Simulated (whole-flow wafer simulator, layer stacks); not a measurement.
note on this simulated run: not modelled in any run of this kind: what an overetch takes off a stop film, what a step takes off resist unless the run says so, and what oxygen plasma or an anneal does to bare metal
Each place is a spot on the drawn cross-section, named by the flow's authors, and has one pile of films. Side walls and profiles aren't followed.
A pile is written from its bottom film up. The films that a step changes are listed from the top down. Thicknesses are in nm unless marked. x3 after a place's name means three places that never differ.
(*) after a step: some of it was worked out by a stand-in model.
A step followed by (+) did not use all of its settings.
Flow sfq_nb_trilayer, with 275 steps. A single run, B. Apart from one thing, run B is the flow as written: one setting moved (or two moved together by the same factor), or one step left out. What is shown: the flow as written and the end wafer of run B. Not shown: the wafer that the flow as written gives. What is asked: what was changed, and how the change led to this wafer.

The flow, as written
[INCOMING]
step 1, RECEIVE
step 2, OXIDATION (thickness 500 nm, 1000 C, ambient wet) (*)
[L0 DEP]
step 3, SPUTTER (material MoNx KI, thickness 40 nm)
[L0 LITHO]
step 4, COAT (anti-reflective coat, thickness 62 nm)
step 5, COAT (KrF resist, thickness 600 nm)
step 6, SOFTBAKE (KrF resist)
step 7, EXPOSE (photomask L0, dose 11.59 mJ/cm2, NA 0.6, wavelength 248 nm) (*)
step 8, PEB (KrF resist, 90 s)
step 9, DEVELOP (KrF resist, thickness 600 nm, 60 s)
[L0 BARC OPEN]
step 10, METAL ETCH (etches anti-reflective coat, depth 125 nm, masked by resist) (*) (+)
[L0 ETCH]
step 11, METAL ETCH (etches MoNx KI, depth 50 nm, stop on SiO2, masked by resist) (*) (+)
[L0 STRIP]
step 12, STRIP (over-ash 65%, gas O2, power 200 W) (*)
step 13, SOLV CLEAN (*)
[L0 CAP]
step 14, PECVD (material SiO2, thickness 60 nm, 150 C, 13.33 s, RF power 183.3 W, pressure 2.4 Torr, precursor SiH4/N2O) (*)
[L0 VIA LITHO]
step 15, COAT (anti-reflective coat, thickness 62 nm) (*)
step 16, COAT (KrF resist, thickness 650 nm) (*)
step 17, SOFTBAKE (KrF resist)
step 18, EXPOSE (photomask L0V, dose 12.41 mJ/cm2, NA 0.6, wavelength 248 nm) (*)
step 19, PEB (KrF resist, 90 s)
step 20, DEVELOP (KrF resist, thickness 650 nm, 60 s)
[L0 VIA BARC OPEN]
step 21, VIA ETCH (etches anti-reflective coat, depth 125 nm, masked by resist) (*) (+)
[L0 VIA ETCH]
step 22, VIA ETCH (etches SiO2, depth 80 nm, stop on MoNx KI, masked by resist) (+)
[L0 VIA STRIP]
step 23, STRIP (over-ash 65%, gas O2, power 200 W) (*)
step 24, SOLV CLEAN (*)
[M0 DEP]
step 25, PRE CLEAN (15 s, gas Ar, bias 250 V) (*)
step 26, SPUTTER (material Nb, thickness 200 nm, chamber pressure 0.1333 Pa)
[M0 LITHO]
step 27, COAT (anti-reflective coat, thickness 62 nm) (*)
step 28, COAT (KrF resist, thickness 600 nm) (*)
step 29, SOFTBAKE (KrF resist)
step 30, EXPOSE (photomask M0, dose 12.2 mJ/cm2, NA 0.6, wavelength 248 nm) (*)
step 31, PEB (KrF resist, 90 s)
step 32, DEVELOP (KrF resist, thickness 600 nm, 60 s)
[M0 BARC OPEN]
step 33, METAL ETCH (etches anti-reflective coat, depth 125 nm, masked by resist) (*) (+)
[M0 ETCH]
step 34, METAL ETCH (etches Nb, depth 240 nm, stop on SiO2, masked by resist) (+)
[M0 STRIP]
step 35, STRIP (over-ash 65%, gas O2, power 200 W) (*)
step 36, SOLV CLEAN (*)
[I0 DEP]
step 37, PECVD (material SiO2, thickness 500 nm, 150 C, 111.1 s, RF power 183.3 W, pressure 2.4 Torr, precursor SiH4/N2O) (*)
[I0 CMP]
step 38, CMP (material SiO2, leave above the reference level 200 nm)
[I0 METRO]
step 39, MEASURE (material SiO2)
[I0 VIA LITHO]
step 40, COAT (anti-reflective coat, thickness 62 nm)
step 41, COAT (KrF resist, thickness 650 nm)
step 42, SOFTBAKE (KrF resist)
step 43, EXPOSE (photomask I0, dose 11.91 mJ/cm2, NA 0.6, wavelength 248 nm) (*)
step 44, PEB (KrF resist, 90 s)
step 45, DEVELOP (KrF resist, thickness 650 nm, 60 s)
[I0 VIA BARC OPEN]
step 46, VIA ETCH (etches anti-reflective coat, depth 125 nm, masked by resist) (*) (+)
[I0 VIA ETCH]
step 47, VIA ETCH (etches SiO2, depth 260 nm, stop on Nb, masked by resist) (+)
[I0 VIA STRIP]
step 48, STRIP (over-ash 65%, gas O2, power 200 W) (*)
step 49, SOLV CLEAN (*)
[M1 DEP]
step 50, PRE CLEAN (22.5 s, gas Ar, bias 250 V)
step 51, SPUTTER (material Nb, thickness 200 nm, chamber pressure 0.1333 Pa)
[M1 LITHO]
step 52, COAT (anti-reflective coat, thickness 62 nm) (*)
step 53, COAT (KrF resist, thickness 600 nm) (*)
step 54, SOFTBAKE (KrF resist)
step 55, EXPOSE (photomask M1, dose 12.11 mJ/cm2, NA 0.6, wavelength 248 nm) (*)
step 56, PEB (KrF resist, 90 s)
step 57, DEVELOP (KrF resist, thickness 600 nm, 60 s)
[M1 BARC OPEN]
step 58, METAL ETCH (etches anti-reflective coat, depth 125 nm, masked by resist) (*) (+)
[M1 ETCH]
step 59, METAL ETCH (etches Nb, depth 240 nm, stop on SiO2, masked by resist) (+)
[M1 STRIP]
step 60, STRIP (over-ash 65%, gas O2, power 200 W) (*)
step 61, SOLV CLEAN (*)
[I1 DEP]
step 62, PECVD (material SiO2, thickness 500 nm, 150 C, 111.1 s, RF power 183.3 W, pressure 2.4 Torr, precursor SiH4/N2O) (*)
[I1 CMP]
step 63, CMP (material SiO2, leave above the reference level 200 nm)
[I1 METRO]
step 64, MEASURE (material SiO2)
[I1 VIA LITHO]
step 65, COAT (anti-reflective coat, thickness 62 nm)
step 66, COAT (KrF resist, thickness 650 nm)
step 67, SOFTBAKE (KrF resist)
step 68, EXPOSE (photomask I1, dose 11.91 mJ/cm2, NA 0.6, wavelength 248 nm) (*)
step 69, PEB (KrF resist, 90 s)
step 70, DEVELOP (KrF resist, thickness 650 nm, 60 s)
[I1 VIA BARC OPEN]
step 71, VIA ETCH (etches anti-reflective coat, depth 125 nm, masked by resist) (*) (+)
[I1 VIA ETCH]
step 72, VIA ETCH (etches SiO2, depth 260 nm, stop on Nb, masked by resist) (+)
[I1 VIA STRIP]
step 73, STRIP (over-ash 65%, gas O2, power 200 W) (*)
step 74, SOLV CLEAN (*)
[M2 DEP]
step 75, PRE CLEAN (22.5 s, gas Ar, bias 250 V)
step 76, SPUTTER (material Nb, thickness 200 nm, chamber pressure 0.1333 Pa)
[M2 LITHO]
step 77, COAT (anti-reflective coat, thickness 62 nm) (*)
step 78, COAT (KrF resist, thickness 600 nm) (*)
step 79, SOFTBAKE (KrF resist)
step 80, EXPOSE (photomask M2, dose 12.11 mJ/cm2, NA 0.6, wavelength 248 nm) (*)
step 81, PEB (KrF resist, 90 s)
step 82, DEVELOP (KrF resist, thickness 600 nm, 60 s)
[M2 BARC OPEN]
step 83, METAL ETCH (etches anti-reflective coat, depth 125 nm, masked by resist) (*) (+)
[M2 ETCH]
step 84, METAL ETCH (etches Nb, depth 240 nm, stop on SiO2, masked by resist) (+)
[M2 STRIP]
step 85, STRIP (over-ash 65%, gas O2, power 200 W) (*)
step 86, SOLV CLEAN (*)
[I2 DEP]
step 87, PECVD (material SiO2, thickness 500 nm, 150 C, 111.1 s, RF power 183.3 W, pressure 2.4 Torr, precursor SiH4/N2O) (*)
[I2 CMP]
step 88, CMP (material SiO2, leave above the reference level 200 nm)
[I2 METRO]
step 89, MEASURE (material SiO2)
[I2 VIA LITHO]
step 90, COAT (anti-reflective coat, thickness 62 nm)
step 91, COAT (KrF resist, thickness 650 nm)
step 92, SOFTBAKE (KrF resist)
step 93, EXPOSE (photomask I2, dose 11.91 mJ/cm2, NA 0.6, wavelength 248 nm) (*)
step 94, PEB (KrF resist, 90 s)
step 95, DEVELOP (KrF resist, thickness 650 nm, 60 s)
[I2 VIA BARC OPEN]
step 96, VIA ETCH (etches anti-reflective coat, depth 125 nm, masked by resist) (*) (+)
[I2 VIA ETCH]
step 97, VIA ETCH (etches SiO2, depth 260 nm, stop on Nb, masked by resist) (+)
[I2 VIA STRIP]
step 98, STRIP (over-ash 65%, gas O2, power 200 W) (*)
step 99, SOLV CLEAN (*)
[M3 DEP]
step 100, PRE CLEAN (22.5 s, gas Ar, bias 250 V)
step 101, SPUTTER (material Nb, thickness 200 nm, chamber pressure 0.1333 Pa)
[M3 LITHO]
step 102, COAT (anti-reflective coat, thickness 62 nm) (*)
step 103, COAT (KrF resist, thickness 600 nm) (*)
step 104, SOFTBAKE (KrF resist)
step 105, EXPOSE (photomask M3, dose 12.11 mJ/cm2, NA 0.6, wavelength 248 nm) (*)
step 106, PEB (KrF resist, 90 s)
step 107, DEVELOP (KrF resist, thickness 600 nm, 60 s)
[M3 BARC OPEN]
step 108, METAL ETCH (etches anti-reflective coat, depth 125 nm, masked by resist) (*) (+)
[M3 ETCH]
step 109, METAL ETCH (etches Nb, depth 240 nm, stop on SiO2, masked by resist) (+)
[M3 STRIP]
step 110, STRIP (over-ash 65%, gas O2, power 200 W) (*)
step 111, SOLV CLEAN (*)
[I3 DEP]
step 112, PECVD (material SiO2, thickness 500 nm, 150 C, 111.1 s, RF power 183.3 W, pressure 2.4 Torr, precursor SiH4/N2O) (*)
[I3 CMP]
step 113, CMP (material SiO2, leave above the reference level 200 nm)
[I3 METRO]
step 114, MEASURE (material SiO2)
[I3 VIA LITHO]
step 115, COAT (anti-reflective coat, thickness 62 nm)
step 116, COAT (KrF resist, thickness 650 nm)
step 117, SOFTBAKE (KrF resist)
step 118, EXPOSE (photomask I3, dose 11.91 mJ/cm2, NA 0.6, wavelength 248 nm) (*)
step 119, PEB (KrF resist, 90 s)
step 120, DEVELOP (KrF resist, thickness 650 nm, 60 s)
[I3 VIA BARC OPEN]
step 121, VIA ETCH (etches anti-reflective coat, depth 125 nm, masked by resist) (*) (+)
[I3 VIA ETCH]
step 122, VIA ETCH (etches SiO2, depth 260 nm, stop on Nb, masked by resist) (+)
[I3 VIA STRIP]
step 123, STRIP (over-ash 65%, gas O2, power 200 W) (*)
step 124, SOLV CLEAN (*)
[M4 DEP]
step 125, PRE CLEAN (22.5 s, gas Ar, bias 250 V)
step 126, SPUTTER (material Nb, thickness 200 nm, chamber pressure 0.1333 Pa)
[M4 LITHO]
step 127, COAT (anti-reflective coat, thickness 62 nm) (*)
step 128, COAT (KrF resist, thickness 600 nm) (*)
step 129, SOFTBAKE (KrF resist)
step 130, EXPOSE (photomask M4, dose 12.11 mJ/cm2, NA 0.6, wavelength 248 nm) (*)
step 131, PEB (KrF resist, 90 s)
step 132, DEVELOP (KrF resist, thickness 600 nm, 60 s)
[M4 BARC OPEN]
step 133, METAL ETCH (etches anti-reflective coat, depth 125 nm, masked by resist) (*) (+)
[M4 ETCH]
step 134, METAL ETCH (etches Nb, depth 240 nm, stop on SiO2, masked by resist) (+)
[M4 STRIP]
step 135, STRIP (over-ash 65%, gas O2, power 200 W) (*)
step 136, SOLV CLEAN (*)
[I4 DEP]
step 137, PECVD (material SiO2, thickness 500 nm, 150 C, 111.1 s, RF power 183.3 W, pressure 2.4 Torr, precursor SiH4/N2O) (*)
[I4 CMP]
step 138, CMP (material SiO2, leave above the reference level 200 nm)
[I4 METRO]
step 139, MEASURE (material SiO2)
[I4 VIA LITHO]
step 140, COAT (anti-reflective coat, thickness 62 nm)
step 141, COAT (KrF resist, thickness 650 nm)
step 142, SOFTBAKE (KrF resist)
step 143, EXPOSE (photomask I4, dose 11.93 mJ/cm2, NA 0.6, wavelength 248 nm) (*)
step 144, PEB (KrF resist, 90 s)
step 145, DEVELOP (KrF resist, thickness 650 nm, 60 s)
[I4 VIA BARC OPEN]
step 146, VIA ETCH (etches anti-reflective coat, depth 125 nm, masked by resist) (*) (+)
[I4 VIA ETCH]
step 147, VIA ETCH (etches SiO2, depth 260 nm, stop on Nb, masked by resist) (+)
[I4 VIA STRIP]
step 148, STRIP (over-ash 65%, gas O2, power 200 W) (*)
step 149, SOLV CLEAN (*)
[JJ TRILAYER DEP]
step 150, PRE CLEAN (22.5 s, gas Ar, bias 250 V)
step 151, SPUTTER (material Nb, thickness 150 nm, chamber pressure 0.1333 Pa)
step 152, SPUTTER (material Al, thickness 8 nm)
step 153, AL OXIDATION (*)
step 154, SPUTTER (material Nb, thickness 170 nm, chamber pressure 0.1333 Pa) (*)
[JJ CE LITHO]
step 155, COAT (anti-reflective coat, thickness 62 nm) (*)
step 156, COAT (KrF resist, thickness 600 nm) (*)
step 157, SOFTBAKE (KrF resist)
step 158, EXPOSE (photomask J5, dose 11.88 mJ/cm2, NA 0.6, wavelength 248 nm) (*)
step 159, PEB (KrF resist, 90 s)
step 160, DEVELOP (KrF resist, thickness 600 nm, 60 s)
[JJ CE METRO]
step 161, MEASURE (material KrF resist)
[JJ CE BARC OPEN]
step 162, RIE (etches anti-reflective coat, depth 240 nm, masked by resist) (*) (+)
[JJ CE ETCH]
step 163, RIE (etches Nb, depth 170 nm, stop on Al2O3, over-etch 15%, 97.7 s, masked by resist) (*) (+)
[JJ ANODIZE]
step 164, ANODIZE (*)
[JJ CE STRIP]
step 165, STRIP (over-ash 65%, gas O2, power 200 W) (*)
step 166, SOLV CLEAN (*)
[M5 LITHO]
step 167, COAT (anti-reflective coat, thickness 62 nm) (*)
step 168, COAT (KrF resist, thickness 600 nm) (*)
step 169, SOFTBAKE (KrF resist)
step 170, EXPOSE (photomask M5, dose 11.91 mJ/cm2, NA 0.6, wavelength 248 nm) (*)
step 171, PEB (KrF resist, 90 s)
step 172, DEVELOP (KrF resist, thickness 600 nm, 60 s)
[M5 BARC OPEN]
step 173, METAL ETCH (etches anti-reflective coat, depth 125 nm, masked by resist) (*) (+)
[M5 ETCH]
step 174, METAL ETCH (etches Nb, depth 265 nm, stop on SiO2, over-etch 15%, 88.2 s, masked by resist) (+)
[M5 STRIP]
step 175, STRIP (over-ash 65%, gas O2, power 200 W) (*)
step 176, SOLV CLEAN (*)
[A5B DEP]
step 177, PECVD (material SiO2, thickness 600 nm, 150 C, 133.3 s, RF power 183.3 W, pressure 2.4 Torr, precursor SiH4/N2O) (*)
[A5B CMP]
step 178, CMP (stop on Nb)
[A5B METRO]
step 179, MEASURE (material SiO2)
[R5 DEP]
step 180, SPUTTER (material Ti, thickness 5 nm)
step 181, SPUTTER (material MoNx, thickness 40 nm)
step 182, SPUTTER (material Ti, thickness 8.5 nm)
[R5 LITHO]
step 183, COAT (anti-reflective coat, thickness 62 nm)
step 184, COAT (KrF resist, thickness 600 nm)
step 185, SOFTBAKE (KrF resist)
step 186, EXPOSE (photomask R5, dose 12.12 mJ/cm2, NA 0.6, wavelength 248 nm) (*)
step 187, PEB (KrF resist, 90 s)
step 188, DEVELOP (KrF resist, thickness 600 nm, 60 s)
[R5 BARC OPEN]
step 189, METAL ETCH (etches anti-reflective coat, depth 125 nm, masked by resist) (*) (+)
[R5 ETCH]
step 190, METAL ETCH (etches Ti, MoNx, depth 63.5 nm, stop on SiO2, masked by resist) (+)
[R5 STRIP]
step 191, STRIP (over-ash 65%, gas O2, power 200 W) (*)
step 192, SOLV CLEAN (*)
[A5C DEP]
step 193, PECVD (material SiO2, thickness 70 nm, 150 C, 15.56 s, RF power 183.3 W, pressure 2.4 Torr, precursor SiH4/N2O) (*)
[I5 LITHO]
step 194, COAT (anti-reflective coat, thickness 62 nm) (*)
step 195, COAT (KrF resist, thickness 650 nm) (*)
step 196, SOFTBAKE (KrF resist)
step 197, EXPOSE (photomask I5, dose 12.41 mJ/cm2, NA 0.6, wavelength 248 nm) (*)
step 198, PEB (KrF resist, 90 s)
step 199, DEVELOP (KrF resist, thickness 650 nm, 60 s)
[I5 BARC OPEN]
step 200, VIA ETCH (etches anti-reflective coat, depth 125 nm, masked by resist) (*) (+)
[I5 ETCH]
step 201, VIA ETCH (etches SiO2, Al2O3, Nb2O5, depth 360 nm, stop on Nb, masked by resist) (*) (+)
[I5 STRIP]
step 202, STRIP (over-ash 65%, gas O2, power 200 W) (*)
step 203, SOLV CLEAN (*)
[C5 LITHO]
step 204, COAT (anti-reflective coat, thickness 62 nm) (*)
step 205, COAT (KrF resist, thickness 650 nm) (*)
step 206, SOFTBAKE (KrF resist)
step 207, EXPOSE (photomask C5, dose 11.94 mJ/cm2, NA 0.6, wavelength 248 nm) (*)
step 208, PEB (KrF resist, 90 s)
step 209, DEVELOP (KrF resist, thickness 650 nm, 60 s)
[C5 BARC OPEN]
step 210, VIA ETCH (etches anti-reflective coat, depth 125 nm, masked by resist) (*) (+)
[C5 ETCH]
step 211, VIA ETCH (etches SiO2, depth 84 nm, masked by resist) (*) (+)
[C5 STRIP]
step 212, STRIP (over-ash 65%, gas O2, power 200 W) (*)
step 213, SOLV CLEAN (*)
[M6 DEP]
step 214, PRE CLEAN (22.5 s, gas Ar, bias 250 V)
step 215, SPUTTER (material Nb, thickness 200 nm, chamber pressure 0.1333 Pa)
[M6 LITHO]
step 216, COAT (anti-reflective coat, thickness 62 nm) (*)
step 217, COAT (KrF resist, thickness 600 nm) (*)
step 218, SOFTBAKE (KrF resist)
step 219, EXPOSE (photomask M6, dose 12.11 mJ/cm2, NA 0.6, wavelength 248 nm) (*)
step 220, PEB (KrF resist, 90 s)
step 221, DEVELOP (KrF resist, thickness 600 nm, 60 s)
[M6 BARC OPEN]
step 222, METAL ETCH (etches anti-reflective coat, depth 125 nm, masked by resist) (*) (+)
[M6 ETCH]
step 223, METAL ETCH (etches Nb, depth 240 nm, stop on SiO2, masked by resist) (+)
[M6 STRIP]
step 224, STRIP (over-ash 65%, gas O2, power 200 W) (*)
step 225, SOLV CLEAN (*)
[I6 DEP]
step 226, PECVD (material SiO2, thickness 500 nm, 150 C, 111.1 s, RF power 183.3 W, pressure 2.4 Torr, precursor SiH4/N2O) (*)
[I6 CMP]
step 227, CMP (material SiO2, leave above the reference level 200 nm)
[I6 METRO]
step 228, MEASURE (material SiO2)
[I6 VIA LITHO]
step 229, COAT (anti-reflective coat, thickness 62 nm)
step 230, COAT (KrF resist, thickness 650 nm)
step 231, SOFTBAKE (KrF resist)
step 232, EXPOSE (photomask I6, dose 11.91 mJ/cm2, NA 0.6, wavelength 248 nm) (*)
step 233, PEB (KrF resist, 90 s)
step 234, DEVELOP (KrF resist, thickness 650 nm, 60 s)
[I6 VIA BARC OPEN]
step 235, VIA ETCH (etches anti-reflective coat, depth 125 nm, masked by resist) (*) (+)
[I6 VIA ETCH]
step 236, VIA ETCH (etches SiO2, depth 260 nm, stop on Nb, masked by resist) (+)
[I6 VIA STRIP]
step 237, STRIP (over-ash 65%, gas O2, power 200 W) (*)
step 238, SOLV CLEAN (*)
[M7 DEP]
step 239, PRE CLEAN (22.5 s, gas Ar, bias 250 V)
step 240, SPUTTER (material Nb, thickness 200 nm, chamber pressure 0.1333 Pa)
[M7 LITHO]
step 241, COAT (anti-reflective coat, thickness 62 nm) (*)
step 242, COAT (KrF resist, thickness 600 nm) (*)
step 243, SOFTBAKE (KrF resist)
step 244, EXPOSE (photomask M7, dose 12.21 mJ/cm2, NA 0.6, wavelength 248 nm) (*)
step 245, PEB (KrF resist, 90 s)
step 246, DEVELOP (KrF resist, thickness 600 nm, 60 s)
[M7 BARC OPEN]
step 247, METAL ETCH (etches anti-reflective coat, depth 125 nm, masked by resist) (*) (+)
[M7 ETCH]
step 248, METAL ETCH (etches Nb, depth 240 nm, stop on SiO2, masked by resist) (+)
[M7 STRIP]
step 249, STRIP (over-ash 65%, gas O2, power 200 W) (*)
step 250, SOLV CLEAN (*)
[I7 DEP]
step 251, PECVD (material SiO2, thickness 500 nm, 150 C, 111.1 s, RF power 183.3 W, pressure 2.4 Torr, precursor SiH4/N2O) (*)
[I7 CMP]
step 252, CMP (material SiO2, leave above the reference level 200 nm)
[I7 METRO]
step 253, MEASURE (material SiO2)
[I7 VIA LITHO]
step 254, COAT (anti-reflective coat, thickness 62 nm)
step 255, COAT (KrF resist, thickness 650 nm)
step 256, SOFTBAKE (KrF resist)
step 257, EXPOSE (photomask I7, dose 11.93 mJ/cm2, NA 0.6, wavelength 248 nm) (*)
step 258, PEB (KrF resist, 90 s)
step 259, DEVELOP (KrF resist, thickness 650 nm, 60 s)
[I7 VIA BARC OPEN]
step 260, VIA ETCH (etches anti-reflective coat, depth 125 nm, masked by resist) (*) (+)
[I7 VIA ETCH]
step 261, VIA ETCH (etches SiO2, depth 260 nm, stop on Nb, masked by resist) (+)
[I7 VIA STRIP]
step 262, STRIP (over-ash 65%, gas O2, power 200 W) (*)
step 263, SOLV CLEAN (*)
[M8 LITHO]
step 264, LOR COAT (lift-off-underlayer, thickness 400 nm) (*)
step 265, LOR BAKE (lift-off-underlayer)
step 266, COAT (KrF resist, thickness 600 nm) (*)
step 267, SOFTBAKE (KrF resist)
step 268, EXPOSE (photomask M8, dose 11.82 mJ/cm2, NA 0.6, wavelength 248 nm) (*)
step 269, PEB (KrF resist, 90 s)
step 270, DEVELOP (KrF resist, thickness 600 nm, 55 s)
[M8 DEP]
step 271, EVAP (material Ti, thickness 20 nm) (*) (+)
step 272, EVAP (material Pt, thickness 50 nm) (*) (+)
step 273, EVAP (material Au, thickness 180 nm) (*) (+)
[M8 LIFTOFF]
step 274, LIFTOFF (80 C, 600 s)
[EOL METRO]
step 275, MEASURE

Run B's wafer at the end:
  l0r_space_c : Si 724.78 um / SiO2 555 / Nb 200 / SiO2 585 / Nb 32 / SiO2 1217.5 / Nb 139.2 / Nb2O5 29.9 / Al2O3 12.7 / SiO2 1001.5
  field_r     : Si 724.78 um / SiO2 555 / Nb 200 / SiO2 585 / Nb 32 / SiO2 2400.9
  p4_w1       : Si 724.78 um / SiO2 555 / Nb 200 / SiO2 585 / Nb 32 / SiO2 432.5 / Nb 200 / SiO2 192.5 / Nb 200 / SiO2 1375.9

Cause: step 76, SPUTTER: thickness 272 nm was run, though the flow has thickness 200 nm.

Step by step, how the change led to this:
  step 76, SPUTTER (material Nb, thickness 200 nm, chamber pressure 0.1333 Pa)
      field_l, v_sur, via_wl and 102 more: +272 Nb (new film) (in the flow as written it would be: +200 Nb (new film))
      via_v: +238.3 Nb (in the flow as written it would be: +174.5 Nb)
  step 84, METAL ETCH (etches Nb, depth 240 nm, stop on SiO2, masked by resist) (+)
      field_l, be, be_sur and 81 more: -240 Nb (in the flow as written it would be: -200 Nb (all of it))
  step 87, PECVD (material SiO2, thickness 500 nm, 150 C, 111.1 s, RF power 183.3 W, pressure 2.4 Torr, precursor SiH4/N2O) (*)
      field_l, be, be_sur and 81 more: +500 SiO2 (new film) (in the flow as written it would be: +500 SiO2)
      via_v: +589.7 SiO2 (new film) (in the flow as written it would be: +606 SiO2 (new film))
  step 88, CMP (material SiO2, leave above the reference level 200 nm)
      field_l, be, be_sur and 81 more: -60 SiO2 (in the flow as written it would be: -100 SiO2)
      via_v: -157.1 SiO2 (in the flow as written it would be: -181.6 SiO2)
If metal films that touch count as one body, l0r_space_c has 3 bodies (between them, from the top down: SiO2 1217.5; SiO2 585); the flow as written gives 2 bodies (between them, from the top down: SiO2 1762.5).
If metal films that touch count as one body, field_r has 2 bodies (between them, from the top down: SiO2 585); the flow as written gives 1 body.
If metal films that touch count as one body, p4_w1 has 4 bodies (between them, from the top down: SiO2 192.5; SiO2 432.5; SiO2 585); the flow as written gives 3 bodies (between them, from the top down: SiO2 192.5; SiO2 977.5).
